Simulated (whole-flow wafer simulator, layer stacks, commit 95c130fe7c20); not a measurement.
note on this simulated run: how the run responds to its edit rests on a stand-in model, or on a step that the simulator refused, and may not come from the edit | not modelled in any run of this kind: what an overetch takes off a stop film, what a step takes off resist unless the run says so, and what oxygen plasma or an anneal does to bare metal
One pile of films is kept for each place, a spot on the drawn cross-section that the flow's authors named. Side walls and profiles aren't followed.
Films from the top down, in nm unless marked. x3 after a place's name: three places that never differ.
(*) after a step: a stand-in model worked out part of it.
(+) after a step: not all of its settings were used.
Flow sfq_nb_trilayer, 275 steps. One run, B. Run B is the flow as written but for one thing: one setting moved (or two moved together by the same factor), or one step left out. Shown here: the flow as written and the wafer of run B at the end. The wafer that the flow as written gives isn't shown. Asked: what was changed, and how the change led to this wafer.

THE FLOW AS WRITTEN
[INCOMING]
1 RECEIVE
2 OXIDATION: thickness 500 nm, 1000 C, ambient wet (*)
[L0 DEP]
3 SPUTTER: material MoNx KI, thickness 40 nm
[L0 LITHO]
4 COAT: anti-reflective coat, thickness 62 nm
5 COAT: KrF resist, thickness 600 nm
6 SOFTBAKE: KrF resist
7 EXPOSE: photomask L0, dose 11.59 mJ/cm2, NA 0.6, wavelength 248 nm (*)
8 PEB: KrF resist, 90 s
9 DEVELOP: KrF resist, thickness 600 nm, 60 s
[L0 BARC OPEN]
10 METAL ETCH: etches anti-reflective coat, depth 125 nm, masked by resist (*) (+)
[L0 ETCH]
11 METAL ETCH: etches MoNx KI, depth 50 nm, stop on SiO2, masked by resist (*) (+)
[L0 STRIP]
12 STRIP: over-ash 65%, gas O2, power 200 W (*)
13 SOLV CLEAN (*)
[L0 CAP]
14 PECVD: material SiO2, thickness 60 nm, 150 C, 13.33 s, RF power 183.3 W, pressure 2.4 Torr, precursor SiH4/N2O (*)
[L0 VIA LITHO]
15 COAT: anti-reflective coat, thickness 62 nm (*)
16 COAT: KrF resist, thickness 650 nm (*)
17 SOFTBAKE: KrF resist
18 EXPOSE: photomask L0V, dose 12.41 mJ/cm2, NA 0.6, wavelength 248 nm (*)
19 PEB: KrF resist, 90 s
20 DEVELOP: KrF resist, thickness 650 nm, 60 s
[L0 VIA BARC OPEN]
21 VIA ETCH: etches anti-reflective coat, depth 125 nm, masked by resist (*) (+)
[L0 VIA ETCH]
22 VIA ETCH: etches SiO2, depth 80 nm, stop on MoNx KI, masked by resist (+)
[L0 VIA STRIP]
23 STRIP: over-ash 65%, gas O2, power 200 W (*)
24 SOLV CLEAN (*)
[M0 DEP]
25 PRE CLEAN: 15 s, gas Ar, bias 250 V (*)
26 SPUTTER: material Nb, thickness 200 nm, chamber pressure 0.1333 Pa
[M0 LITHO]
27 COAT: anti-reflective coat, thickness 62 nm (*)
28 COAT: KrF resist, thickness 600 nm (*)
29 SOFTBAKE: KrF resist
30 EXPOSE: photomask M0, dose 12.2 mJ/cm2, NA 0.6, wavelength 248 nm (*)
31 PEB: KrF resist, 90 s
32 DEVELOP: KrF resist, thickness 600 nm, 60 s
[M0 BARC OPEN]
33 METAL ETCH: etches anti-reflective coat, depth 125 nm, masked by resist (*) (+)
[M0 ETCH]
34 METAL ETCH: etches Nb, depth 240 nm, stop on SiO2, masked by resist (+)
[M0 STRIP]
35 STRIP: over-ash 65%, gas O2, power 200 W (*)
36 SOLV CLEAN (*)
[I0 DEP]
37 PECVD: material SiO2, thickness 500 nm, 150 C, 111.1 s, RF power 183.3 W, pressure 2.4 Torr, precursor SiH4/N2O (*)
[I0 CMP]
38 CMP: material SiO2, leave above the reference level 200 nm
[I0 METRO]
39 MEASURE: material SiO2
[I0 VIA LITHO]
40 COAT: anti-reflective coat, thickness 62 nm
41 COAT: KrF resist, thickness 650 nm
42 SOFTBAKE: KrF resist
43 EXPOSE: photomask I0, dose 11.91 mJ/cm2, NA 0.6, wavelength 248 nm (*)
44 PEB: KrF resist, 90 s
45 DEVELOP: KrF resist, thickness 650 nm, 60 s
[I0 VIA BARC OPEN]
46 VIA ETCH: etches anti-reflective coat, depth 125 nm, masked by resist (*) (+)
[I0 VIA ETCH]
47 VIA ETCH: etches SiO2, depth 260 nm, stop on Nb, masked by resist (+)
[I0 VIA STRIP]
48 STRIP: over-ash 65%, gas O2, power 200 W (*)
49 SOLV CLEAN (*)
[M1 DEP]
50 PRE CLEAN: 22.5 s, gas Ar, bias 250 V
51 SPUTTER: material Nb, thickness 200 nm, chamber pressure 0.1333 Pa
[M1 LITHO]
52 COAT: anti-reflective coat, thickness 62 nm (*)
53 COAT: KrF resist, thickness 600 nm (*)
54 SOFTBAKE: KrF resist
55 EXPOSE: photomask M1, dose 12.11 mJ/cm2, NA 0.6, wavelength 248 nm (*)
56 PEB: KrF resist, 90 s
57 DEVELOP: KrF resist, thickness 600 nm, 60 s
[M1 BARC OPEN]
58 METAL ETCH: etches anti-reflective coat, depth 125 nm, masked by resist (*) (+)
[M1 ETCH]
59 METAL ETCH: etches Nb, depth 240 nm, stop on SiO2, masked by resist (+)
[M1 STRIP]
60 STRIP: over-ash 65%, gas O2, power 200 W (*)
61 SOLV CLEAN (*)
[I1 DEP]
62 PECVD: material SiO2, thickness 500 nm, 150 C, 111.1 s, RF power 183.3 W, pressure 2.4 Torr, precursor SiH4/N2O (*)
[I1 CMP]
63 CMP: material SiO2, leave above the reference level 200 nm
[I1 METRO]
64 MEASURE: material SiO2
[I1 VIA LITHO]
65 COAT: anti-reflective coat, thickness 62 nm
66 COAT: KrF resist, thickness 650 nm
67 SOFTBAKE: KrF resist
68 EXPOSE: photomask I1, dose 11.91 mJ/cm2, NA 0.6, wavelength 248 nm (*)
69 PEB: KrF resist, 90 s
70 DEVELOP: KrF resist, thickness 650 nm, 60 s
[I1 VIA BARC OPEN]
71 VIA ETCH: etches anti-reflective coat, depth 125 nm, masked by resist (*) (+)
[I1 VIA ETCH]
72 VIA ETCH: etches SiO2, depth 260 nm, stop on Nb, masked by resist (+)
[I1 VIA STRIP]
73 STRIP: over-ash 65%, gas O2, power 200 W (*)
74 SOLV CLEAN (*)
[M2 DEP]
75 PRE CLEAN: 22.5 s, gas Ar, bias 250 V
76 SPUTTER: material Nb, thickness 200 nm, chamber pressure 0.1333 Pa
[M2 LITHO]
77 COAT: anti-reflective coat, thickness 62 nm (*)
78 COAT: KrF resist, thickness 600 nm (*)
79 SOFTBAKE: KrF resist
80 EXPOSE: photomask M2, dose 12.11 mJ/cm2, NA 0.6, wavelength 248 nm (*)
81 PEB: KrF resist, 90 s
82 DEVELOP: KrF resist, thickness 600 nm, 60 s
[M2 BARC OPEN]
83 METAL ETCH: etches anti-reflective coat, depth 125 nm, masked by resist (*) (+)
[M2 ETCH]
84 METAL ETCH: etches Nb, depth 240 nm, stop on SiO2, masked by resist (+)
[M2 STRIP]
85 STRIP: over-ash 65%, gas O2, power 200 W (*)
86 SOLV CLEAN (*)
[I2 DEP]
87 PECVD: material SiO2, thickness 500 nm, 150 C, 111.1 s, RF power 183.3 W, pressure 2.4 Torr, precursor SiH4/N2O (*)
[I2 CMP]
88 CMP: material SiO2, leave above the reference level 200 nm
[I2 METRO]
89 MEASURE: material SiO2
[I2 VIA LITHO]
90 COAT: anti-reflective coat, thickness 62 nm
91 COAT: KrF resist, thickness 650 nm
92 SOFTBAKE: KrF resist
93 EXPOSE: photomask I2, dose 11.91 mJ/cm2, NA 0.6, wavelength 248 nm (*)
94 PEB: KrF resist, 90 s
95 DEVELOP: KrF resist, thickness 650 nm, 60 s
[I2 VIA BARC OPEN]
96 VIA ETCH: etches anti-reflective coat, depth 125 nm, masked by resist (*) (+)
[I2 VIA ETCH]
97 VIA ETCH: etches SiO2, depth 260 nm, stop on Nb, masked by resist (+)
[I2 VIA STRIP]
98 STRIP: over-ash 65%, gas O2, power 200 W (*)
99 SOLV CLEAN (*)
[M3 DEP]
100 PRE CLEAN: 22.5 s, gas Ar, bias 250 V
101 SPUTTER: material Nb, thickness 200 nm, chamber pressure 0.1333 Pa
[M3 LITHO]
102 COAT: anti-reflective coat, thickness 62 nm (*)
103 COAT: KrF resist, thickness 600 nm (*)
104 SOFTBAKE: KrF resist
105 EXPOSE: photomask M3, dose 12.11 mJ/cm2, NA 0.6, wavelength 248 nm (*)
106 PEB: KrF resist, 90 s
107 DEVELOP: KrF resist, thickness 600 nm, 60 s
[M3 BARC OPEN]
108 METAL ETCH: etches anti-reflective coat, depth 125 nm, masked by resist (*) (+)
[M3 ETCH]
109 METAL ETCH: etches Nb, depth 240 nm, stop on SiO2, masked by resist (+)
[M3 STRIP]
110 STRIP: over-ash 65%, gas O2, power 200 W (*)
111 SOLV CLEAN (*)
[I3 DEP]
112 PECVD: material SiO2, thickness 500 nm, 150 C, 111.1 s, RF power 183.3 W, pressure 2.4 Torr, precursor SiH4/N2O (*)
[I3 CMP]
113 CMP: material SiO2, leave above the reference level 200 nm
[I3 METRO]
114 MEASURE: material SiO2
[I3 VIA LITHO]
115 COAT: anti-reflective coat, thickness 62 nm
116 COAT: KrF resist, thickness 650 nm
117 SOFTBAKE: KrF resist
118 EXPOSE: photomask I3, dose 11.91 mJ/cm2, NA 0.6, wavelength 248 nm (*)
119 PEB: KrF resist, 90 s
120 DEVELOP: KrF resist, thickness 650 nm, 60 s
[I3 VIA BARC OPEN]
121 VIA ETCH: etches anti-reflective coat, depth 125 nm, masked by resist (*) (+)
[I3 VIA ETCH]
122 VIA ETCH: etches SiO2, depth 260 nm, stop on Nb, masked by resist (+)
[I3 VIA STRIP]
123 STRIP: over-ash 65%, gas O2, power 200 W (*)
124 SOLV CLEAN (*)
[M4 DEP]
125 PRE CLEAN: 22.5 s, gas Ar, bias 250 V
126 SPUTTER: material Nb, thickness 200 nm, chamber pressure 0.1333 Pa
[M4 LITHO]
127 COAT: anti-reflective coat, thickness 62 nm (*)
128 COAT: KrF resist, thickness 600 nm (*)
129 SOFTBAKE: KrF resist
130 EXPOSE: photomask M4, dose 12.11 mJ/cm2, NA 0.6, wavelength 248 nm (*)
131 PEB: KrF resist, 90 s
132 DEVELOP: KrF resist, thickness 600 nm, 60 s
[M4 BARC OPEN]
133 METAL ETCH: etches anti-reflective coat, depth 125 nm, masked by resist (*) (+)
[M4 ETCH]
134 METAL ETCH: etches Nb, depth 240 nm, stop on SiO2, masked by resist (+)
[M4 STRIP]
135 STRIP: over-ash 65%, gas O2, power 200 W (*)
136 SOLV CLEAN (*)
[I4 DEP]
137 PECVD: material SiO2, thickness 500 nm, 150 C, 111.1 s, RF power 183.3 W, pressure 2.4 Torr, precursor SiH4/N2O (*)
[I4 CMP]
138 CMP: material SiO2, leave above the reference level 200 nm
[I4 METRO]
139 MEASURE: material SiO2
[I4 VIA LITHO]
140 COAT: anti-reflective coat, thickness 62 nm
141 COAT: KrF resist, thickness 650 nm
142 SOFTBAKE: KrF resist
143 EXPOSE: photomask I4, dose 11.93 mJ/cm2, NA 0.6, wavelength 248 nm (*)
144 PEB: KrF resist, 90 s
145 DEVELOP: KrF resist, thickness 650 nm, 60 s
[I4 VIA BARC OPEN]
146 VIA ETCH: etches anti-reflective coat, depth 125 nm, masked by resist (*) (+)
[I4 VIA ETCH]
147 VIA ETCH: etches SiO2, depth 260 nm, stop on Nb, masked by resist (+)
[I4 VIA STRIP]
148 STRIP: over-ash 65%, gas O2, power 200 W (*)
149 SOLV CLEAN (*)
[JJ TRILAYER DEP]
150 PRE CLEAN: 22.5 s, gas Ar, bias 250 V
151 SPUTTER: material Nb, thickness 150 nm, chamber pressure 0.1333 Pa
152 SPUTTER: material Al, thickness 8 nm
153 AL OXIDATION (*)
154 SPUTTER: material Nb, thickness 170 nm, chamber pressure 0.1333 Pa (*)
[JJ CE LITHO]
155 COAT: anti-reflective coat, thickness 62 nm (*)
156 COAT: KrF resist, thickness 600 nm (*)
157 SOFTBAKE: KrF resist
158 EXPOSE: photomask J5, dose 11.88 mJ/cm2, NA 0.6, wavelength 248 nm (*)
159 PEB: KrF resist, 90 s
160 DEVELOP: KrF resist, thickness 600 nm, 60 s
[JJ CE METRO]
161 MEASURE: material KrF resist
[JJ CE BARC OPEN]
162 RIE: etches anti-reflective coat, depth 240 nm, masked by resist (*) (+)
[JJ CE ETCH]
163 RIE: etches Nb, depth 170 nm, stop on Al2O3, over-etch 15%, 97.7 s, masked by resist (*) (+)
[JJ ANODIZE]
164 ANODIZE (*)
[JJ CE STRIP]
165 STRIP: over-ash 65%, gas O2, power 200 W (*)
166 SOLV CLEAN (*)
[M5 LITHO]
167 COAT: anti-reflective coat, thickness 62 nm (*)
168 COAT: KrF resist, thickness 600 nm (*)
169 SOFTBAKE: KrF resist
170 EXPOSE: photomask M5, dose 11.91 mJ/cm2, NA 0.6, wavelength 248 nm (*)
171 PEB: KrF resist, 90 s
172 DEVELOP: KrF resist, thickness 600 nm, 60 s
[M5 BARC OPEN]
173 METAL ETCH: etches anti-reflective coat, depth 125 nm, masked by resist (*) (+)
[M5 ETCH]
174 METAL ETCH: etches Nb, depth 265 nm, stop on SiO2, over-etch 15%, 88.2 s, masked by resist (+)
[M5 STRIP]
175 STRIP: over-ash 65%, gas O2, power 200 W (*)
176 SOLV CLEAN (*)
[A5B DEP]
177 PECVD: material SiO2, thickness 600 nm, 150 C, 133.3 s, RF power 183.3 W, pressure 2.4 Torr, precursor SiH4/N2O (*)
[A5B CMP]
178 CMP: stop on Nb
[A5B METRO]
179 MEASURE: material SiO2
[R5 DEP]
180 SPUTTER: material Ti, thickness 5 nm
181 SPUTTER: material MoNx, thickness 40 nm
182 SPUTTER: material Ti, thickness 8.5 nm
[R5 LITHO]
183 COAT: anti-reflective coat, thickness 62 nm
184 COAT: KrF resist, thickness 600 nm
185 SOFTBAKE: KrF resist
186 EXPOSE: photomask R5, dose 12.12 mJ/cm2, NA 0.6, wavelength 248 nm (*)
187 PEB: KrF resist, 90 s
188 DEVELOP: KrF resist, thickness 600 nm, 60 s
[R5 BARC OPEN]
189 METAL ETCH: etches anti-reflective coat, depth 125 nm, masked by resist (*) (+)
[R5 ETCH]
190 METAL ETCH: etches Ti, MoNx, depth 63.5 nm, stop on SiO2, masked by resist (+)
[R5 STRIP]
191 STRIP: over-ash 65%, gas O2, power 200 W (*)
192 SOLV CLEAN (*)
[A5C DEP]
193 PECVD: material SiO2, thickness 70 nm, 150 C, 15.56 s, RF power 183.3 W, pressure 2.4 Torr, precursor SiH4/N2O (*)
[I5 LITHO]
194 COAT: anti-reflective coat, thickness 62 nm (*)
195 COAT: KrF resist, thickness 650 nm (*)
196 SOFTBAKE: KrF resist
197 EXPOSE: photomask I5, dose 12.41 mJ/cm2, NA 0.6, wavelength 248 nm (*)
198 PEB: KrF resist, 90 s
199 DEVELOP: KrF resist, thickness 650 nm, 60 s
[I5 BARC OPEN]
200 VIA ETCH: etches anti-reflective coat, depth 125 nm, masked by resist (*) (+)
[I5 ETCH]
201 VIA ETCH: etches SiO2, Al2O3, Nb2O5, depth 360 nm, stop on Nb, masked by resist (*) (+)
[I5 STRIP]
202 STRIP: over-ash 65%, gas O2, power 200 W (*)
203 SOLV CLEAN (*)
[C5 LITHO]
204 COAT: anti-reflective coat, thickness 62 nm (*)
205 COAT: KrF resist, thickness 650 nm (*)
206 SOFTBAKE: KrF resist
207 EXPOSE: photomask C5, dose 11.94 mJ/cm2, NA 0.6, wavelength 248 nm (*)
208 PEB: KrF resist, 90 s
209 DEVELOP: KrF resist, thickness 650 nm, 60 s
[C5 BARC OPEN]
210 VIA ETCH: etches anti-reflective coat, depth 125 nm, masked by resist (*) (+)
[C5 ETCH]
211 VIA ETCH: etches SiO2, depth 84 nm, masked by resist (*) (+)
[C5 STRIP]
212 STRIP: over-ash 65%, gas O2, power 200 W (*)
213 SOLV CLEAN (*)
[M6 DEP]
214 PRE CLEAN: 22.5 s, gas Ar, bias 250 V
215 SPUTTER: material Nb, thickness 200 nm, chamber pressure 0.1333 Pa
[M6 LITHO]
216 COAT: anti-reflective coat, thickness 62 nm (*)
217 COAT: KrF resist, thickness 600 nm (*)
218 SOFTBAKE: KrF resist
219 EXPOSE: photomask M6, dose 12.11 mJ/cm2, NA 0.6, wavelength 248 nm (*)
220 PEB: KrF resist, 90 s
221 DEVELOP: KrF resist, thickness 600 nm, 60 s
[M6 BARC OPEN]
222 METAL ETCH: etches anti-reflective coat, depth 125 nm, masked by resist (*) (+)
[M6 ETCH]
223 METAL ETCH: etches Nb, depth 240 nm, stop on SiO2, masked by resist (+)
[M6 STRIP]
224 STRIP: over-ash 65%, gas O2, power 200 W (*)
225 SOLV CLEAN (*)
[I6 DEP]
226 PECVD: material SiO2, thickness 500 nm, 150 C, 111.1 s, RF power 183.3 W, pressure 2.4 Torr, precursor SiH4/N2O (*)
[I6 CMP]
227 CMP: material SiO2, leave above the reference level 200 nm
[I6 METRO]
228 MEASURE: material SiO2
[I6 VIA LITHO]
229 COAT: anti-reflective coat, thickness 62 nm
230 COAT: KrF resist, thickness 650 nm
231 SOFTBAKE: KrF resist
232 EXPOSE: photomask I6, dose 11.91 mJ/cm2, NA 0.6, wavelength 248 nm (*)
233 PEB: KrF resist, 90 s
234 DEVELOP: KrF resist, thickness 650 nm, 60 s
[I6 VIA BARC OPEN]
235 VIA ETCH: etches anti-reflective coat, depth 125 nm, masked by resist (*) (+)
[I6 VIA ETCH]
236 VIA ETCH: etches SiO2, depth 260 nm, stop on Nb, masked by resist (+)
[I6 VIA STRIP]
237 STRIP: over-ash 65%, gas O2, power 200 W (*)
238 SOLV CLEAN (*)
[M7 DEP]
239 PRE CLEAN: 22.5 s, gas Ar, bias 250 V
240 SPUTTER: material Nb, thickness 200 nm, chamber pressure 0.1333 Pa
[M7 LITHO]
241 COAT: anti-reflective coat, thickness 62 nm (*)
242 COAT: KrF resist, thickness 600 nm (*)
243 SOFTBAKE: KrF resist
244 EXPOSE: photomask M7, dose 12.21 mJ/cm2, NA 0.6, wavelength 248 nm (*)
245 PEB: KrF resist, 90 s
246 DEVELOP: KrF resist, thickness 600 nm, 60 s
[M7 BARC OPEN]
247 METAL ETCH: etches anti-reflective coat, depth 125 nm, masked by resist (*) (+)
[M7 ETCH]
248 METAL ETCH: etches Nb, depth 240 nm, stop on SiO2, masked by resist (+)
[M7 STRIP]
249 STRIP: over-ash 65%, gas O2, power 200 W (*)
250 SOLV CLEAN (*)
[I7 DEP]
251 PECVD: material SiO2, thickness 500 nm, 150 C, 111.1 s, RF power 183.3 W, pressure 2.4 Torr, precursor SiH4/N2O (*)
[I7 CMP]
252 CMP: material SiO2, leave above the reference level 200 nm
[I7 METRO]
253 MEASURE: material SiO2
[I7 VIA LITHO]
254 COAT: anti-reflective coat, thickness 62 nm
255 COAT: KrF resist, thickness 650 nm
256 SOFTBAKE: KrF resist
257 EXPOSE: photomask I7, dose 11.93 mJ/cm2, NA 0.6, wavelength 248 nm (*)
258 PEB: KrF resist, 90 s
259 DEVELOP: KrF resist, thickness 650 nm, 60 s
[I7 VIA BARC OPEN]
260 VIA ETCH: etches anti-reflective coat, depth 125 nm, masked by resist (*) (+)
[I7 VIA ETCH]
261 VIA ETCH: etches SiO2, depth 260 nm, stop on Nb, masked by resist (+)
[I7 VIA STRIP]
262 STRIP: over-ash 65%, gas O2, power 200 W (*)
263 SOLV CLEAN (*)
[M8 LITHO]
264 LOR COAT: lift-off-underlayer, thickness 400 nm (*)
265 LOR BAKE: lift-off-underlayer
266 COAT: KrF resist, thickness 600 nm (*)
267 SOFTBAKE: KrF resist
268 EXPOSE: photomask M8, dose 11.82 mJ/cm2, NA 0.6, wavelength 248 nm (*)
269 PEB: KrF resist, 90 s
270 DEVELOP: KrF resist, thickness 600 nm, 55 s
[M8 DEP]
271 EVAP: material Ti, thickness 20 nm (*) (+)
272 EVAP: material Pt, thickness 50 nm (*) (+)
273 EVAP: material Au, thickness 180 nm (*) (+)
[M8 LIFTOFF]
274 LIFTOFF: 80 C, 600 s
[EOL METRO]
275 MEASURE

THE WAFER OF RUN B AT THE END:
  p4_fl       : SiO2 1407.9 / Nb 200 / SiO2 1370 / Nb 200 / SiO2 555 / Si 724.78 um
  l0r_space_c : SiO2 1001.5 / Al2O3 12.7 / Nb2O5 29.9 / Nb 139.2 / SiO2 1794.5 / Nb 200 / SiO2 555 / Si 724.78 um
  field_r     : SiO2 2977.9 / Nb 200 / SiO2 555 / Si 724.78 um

The cause: step 138, CMP: leave above the reference level 232 nm was run, where the flow has leave above the reference level 200 nm.

How the change led to this, step by step:
  138 CMP: material SiO2, leave above the reference level 200 nm
      field_l, be, be_sur and 55 more: SiO2 -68 (as written it would be: SiO2 -100)
      v_sur, via_wl, via_w and 35 more: SiO2 -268 (as written it would be: SiO2 -300)
      (and at 10 more places)
  147 VIA ETCH: etches SiO2, depth 260 nm, stop on Nb, masked by resist (+)
      via_wl, via_w, via_wr: SiO2 -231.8 (all of it) (as written it would be: SiO2 -199.8 (all of it))
  151 SPUTTER: material Nb, thickness 150 nm, chamber pressure 0.1333 Pa
      via_wl, via_w, via_wr: Nb +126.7 (as written it would be: Nb +130.4)
  154 SPUTTER: material Nb, thickness 170 nm, chamber pressure 0.1333 Pa (*)
      via_wl, via_wr: Nb +135.1 (new film) (as written it would be: Nb +140.7 (new film))
      via_w: Nb +135.4 (new film) (as written it would be: Nb +141 (new film))
  155 COAT: anti-reflective coat, thickness 62 nm (*)
      via_wl, via_wr: anti-reflective coat +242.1 (new film) (as written it would be: anti-reflective coat +209.4 (new film))
      v_sur: anti-reflective coat +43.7 (new film) (as written it would be: anti-reflective coat +45.1 (new film))
      (and at 1 more place)
  156 COAT: KrF resist, thickness 600 nm (*)
      via_w: KrF resist +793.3 (new film) (as written it would be: KrF resist +763.8 (new film))
  160 DEVELOP: KrF resist, thickness 600 nm, 60 s
      via_w: KrF resist -791.6 (all of it) (as written it would be: KrF resist -762.1 (all of it))
  162 RIE: etches anti-reflective coat, depth 240 nm, masked by resist (*) (+)
      via_wl, via_wr: anti-reflective coat -240 (as written it would be: anti-reflective coat -209.4 (all of it))
      ce_l, c5j, ce_r, wl_jj: KrF resist -240 (as written it would be: KrF resist -209.4)
      (and at 2 more places)
  163 RIE: etches Nb, depth 170 nm, stop on Al2O3, over-etch 15%, 97.7 s, masked by resist (*) (+)
      via_wl, via_wr: anti-reflective coat -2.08 (all of it), Nb -135.1 (all of it), Al2O3 -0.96 (all of it) (as written it would be: Nb -140.7 (all of it), Al2O3 -0.96 (all of it))
      via_w: Nb -135.4 (all of it), Al2O3 -0.96 (all of it) (as written it would be: Nb -141 (all of it), Al2O3 -0.96 (all of it))
  164 ANODIZE (*)
      via_w: Al2O3 +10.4 (new film), Nb2O5 +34 (new film), Al -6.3 (all of it), Nb -12.2 (as written it would be: Al2O3 +10.8 (new film), Nb2O5 +33.3 (new film), Al -6.54 (all of it), Nb -12)
  165 STRIP: over-ash 65%, gas O2, power 200 W (*)
      ce_l: KrF resist -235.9 (all of it), anti-reflective coat -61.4 (all of it) (as written it would be: KrF resist -266.8 (all of it), anti-reflective coat -61.4 (all of it))
      c5j: KrF resist -236 (all of it), anti-reflective coat -61.4 (all of it) (as written it would be: KrF resist -266.9 (all of it), anti-reflective coat -61.5 (all of it))
      (and at 2 more places)
  167 COAT: anti-reflective coat, thickness 62 nm (*)
      v_sur: anti-reflective coat +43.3 (new film) (as written it would be: anti-reflective coat +44.9 (new film))
      via_wl: anti-reflective coat +195.2 (new film) (as written it would be: anti-reflective coat +170.5 (new film))
      (and at 4 more places)
  168 COAT: KrF resist, thickness 600 nm (*)
      via_w: KrF resist +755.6 (new film) (as written it would be: KrF resist +732.6 (new film))
  175 STRIP: over-ash 65%, gas O2, power 200 W (*)
      v_sur: KrF resist -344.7 (all of it), anti-reflective coat -43.3 (all of it) (as written it would be: KrF resist -349.2 (all of it), anti-reflective coat -44.9 (all of it))
      via_wl: KrF resist -429.7 (all of it), anti-reflective coat -195.2 (all of it) (as written it would be: KrF resist -427 (all of it), anti-reflective coat -170.5 (all of it))
      (and at 4 more places)
  177 PECVD: material SiO2, thickness 600 nm, 150 C, 133.3 s, RF power 183.3 W, pressure 2.4 Torr, precursor SiH4/N2O (*)
      via_wl, via_wr: SiO2 +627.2 (new film) (as written it would be: SiO2 +600 (new film))
      via_w: SiO2 +627.7 (new film) (as written it would be: SiO2 +600 (new film))
  178 CMP: stop on Nb
      via_wl, via_wr: SiO2 -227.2 (as written it would be: SiO2 -235.7)
      via_w: SiO2 -227.2 (as written it would be: SiO2 -235.2)
